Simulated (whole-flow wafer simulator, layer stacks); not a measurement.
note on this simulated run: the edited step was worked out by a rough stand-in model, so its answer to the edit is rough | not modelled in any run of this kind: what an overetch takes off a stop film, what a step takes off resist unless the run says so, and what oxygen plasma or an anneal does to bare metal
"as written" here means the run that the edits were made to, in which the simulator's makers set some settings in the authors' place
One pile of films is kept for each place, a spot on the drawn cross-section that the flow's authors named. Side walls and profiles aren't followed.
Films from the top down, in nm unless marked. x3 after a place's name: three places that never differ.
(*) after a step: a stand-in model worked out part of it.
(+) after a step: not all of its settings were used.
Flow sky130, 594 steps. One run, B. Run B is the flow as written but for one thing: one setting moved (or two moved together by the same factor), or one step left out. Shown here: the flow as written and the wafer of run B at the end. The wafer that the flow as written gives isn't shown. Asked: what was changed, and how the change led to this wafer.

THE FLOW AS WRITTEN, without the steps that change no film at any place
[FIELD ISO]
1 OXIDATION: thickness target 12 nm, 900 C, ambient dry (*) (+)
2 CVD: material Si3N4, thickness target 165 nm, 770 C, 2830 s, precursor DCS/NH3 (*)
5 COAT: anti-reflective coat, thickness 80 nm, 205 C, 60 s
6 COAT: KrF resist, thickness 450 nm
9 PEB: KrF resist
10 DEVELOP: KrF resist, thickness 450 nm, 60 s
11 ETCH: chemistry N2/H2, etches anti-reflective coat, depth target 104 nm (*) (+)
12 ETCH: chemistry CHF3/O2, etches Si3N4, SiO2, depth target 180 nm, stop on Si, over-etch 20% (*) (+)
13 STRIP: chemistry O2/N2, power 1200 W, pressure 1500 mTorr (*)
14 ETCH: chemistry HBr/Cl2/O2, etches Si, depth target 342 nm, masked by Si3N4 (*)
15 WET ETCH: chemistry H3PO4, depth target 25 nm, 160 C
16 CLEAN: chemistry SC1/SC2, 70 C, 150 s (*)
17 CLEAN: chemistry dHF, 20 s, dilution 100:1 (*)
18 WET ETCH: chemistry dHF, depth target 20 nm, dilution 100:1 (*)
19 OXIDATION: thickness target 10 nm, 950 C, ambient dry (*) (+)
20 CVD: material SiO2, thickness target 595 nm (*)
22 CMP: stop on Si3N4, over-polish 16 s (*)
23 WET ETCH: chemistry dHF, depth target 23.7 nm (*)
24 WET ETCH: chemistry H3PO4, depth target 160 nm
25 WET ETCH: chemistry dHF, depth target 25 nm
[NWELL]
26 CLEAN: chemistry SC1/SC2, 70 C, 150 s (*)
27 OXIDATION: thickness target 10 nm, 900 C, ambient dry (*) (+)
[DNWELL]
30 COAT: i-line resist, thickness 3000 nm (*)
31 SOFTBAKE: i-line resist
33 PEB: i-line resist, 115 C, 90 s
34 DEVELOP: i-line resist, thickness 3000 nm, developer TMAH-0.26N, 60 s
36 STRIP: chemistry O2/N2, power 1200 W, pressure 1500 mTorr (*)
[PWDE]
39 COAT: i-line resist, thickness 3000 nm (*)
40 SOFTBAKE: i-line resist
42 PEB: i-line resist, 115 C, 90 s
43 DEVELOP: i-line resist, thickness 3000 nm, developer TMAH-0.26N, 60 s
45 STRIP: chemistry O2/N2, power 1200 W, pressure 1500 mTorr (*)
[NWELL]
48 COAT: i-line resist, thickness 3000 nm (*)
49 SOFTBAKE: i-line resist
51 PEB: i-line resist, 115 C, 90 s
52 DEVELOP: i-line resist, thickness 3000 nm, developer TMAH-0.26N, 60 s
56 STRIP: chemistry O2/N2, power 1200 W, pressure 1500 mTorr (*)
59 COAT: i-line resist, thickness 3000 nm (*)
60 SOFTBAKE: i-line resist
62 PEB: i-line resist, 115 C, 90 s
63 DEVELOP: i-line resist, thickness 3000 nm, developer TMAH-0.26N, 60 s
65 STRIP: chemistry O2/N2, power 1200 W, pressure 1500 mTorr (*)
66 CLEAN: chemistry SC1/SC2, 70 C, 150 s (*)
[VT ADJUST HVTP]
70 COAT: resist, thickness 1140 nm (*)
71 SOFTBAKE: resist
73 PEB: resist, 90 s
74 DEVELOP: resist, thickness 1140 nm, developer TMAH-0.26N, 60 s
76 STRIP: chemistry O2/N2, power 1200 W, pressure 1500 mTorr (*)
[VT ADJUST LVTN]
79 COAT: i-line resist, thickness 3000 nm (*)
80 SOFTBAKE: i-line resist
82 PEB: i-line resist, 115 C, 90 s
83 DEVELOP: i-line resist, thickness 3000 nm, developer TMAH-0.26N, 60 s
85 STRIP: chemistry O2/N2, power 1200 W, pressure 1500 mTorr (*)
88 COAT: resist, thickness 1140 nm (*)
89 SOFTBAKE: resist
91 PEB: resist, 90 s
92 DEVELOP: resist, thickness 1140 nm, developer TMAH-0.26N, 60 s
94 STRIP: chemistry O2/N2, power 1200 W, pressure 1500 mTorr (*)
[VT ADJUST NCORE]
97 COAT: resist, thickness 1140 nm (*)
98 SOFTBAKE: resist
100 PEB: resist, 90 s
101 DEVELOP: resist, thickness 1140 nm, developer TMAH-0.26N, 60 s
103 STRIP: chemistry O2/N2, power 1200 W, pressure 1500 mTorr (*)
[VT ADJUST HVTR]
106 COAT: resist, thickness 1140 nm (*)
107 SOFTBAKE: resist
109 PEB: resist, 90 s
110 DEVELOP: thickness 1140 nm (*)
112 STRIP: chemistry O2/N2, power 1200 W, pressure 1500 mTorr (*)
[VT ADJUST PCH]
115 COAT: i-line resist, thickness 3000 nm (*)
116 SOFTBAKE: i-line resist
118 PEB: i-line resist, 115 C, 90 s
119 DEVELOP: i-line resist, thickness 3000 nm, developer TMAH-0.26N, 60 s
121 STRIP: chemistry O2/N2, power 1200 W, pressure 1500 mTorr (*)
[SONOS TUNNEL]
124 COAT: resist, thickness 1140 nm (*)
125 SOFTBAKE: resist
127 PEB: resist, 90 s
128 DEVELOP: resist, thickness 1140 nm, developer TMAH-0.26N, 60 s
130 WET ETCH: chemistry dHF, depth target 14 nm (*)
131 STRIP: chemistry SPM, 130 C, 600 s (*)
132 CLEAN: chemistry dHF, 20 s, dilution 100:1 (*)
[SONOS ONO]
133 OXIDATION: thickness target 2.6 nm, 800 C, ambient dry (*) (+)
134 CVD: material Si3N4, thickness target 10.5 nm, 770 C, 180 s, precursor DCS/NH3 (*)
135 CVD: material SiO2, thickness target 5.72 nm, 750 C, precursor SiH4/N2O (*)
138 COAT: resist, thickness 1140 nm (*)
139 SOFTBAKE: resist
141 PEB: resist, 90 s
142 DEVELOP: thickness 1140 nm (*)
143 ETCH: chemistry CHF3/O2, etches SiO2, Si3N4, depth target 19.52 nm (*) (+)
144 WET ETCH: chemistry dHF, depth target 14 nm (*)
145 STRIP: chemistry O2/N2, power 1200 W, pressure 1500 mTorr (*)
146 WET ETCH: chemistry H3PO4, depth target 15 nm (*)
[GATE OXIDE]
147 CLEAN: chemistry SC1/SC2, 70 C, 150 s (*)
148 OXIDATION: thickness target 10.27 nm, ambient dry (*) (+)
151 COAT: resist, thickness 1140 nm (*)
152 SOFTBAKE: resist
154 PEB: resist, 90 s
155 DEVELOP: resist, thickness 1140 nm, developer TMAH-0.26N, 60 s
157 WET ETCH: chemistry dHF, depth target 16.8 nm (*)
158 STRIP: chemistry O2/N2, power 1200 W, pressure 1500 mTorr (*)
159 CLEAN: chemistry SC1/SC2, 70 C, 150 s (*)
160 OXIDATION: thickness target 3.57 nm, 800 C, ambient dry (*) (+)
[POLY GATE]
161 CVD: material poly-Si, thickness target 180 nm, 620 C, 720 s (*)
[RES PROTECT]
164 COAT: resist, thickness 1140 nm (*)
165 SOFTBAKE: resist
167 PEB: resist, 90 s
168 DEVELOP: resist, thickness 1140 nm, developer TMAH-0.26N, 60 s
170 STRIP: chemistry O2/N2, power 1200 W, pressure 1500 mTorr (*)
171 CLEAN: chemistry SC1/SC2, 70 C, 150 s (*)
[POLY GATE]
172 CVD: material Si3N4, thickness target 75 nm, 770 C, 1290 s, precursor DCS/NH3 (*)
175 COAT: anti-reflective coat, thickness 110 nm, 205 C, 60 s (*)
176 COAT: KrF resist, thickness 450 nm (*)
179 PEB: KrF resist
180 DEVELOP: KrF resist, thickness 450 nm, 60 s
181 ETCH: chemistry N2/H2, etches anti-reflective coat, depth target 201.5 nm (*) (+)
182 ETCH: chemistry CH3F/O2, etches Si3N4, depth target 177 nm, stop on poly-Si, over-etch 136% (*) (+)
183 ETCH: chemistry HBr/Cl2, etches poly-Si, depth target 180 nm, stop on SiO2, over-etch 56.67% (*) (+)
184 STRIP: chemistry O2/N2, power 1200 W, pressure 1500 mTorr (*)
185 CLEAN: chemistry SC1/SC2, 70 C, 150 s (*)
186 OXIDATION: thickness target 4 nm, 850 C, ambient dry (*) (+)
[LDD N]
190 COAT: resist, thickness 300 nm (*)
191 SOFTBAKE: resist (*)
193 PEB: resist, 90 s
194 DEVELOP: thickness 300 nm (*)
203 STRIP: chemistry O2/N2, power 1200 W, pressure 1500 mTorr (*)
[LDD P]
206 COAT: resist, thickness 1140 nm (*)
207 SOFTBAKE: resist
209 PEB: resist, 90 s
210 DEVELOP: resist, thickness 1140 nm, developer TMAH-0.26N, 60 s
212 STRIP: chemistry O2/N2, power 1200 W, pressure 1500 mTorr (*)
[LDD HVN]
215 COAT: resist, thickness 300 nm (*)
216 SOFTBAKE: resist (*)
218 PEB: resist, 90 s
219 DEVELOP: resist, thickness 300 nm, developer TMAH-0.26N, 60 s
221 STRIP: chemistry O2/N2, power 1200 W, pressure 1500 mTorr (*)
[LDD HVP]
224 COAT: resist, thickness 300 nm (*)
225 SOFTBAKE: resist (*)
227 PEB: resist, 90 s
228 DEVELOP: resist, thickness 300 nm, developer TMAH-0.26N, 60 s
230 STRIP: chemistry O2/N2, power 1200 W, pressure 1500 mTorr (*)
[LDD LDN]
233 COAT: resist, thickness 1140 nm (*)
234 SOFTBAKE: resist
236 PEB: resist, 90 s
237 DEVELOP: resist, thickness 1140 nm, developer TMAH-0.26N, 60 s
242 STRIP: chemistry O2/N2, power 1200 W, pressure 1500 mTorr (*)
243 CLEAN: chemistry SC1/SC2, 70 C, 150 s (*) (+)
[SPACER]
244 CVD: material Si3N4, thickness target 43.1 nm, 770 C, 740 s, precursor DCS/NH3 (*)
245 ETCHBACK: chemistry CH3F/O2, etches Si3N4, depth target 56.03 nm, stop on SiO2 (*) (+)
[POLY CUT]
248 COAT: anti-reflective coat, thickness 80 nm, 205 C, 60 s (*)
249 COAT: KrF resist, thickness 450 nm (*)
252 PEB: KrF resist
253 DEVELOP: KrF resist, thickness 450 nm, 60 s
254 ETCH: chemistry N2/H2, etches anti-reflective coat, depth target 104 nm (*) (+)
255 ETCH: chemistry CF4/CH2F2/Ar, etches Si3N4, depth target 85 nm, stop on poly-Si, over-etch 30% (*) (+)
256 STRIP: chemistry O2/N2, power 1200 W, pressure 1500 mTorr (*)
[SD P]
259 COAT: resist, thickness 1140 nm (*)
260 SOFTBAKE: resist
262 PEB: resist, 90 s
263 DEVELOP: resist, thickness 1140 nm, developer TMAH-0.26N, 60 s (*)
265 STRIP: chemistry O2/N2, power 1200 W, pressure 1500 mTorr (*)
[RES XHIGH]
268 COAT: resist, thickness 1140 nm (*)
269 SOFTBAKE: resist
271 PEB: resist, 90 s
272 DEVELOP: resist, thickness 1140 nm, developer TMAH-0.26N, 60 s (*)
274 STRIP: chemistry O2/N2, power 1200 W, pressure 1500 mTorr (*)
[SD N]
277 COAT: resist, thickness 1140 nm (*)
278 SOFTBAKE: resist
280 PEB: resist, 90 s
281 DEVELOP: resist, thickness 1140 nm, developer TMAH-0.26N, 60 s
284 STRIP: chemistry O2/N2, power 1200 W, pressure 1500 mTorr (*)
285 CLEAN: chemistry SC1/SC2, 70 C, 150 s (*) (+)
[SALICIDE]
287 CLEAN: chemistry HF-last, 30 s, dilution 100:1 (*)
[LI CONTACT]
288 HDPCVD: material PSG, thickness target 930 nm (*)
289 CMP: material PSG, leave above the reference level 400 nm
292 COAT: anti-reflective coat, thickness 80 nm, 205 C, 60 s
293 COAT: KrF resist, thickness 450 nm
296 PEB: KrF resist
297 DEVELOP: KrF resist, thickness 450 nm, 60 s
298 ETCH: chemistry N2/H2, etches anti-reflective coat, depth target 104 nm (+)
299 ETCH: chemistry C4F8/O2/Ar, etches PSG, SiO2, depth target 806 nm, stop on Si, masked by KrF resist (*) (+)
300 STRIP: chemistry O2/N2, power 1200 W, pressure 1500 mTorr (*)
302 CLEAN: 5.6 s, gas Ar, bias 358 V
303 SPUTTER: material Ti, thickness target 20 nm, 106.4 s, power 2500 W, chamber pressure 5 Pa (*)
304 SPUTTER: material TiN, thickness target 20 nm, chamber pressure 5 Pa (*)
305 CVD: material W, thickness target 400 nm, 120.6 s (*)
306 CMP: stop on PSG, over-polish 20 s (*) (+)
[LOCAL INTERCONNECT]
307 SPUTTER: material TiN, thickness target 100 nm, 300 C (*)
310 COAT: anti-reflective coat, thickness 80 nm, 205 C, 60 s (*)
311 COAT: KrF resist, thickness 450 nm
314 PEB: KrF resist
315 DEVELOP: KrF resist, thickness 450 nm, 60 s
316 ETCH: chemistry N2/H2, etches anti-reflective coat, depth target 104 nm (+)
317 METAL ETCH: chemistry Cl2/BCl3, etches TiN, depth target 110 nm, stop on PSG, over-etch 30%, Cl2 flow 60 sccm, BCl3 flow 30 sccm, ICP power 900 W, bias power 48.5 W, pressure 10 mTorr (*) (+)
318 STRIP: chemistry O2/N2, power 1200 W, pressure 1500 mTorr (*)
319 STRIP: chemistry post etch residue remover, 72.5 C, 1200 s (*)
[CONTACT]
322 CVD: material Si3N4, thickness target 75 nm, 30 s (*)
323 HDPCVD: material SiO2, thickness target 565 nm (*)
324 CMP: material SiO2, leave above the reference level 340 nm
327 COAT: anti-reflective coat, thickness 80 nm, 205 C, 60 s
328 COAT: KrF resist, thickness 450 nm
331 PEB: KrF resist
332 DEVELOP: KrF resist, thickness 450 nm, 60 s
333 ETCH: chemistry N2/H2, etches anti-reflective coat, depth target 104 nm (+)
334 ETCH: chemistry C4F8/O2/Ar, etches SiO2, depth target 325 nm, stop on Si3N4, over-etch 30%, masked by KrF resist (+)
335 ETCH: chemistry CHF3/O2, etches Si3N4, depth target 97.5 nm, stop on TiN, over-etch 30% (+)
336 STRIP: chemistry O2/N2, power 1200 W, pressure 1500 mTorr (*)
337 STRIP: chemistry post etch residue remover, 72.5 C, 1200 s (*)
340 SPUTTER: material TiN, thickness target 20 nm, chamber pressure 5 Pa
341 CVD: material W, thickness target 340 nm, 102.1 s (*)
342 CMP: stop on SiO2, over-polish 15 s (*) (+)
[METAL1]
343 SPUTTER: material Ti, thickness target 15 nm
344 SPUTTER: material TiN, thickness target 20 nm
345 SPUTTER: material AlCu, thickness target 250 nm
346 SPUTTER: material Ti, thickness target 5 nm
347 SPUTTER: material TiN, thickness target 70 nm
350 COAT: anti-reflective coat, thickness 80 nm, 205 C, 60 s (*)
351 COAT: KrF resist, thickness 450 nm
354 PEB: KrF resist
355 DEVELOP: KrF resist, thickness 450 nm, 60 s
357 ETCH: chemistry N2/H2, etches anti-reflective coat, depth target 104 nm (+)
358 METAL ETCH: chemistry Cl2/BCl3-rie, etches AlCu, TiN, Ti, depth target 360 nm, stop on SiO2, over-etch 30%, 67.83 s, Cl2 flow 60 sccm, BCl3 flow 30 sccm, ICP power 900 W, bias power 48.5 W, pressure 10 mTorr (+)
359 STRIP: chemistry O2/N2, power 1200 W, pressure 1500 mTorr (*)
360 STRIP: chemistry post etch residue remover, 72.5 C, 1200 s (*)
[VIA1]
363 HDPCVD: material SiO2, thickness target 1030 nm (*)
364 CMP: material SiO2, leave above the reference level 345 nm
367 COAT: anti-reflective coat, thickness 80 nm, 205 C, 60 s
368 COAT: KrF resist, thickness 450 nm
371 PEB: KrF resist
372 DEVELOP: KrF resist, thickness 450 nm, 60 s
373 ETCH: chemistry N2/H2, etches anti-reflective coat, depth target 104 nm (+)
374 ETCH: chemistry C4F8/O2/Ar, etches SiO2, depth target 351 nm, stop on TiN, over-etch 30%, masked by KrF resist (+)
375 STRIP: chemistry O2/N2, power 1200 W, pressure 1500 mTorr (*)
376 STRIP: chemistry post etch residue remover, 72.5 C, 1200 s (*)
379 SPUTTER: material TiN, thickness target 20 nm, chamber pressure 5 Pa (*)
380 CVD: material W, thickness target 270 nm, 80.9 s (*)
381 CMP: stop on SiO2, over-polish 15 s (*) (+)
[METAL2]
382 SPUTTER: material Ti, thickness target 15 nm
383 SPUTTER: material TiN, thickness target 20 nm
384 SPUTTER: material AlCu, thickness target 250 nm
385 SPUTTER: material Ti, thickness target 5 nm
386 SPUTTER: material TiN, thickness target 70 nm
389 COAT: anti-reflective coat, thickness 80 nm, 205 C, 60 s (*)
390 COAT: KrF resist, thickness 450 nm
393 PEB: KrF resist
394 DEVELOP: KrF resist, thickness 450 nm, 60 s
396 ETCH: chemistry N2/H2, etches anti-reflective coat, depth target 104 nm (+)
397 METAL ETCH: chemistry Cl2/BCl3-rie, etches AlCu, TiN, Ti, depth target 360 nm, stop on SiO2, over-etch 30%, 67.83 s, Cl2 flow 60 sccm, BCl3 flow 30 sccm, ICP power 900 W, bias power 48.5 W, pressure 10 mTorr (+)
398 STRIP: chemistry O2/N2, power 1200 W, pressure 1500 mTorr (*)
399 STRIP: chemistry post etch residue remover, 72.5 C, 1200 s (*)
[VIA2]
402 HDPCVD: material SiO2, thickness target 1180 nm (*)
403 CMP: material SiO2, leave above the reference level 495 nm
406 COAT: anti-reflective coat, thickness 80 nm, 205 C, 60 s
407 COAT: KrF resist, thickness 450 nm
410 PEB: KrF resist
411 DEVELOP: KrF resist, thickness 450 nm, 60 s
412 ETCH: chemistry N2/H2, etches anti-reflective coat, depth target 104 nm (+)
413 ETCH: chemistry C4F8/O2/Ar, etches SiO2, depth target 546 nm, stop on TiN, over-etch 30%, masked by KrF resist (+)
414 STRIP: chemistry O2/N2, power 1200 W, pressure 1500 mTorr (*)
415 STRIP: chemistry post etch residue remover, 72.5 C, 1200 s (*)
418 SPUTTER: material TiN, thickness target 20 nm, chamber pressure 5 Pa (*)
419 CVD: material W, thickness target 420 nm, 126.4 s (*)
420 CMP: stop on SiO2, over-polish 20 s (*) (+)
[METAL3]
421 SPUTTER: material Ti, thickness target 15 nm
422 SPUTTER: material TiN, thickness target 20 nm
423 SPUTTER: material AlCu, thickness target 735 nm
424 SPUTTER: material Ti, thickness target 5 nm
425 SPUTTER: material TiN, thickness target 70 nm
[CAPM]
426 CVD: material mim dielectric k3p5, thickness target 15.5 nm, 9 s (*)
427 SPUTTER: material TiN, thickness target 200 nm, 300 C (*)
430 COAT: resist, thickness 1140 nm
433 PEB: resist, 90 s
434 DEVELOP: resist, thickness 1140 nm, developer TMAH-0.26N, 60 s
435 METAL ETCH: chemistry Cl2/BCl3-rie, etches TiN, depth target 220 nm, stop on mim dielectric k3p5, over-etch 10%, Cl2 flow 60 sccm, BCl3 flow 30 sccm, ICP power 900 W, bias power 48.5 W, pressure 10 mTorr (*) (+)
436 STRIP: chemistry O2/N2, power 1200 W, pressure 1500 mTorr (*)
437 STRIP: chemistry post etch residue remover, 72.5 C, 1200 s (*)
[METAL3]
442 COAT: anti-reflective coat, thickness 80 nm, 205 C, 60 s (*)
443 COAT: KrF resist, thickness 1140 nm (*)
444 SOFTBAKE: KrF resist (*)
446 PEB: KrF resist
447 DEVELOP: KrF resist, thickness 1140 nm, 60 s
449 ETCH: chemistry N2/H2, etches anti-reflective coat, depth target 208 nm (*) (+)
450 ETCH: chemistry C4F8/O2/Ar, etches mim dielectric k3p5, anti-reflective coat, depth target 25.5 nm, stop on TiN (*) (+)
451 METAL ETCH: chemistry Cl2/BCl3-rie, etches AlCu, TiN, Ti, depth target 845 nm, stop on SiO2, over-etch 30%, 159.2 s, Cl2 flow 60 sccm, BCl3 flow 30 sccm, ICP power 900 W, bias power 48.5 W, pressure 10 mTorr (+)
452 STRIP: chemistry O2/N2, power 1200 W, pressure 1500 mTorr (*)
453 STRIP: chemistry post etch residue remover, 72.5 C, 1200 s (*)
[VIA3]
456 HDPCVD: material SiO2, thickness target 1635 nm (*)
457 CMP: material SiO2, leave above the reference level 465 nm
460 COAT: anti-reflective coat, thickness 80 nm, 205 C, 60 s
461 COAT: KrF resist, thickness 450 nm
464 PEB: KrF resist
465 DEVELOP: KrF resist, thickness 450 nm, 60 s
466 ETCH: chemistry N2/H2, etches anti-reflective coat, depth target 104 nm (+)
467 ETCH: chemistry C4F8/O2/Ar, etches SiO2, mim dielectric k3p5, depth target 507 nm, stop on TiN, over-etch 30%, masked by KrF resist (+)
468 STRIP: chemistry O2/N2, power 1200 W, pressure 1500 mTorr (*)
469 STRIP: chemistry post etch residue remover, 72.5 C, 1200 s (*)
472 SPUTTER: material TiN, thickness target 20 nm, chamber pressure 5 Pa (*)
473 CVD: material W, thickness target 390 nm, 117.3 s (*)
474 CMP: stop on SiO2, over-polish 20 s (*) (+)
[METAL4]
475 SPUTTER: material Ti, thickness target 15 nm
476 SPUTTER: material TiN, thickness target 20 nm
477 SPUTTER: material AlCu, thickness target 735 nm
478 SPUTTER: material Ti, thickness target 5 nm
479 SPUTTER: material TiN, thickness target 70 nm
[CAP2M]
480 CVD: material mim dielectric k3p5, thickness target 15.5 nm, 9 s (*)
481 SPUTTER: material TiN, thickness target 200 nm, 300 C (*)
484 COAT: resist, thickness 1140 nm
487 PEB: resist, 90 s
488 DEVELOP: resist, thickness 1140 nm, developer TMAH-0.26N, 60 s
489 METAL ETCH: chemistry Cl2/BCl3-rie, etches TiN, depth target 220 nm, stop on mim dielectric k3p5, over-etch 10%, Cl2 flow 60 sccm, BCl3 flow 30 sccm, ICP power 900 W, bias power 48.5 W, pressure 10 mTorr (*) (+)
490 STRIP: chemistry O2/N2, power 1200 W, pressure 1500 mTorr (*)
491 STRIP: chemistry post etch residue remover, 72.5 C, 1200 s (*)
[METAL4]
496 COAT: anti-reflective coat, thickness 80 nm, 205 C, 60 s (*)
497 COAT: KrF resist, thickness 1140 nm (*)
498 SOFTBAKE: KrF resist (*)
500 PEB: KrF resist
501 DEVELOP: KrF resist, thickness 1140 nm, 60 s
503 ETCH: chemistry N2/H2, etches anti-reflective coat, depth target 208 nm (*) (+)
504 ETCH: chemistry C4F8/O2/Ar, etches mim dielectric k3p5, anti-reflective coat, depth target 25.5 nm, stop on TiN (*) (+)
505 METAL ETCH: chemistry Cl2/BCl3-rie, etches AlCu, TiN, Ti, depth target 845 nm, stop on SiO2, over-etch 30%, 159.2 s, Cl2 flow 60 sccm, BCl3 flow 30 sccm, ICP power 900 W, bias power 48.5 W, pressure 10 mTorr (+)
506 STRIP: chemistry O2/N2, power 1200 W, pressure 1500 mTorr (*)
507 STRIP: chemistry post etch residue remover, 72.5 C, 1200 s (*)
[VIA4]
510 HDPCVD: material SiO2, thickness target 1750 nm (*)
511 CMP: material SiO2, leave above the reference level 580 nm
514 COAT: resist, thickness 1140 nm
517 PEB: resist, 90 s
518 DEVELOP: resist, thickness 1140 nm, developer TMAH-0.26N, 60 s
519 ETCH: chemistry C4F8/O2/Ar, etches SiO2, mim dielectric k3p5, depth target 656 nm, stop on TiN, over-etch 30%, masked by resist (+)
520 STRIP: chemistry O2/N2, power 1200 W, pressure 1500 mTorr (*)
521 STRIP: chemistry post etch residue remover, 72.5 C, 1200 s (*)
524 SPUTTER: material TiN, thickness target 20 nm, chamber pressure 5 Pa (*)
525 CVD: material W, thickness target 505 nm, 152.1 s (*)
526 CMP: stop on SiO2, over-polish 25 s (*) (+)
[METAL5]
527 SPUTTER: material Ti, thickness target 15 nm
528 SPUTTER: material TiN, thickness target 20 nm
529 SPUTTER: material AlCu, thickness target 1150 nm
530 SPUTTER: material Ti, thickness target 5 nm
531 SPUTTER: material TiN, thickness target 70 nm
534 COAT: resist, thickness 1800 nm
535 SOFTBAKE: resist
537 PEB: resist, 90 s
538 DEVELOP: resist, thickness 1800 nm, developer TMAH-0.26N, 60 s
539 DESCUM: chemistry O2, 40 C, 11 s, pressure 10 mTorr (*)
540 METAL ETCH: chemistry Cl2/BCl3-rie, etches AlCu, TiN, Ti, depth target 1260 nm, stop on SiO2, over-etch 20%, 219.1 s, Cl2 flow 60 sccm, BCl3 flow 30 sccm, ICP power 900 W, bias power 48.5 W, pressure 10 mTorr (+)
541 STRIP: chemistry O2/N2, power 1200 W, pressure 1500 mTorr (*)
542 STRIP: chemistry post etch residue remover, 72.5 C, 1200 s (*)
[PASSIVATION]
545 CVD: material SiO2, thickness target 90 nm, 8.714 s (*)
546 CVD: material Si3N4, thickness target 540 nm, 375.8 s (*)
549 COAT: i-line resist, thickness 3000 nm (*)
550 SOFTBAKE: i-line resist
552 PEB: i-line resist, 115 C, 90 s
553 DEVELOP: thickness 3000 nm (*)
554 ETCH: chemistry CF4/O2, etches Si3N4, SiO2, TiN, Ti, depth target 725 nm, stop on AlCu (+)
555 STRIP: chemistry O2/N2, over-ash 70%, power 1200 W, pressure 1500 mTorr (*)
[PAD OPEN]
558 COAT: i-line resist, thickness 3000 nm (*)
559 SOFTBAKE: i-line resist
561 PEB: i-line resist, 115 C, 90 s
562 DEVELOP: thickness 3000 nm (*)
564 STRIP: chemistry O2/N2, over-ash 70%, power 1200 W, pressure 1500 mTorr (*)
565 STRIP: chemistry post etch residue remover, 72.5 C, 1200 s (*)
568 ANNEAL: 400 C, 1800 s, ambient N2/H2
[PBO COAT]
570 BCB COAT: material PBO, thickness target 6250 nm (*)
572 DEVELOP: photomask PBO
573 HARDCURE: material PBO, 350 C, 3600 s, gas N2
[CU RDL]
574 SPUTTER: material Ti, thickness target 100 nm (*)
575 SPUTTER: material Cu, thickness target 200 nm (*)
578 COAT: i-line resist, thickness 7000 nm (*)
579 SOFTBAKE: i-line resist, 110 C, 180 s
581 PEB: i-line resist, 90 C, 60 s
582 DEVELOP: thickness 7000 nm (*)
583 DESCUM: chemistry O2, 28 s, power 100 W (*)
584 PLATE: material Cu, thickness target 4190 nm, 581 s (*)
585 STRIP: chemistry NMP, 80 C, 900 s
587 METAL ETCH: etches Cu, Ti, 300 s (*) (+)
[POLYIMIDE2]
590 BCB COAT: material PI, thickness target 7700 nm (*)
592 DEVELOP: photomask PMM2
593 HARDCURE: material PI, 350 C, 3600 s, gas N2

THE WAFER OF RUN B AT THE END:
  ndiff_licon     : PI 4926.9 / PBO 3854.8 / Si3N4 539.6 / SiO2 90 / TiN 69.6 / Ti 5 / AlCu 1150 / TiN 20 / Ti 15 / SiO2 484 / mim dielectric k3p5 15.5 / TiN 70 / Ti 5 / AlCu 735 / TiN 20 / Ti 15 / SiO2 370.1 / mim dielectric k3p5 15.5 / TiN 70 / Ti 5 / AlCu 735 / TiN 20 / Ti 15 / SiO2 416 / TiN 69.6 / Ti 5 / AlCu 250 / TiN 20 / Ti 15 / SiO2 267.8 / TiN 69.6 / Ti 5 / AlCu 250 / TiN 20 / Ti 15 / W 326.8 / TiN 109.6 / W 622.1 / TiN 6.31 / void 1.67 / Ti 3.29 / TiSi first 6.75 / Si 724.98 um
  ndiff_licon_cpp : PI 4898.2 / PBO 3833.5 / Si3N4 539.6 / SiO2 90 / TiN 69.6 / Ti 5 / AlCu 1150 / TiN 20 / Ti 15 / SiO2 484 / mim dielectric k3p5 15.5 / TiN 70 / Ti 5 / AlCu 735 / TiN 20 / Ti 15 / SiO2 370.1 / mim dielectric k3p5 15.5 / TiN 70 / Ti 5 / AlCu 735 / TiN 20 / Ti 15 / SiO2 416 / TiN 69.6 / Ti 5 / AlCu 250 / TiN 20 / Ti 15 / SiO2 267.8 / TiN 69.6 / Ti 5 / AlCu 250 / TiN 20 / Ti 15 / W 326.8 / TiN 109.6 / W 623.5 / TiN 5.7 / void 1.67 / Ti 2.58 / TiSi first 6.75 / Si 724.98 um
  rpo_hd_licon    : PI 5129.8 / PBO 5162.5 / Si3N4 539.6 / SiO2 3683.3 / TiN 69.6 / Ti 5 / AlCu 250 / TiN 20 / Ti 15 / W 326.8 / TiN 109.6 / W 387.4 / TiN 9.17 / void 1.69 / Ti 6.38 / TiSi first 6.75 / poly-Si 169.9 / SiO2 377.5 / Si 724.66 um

The cause: step 304, SPUTTER: chamber pressure 3.8 Pa was run, where the flow has chamber pressure 5 Pa.

How the change led to this, step by step:
  304 SPUTTER: material TiN, thickness target 20 nm, chamber pressure 5 Pa (*)
      ndiff_licon: TiN +6.31 (new film) (as written it would be: TiN +6.83 (new film))
      rpo_hd_licon: TiN +9.17 (new film) (as written it would be: TiN +9.89 (new film))
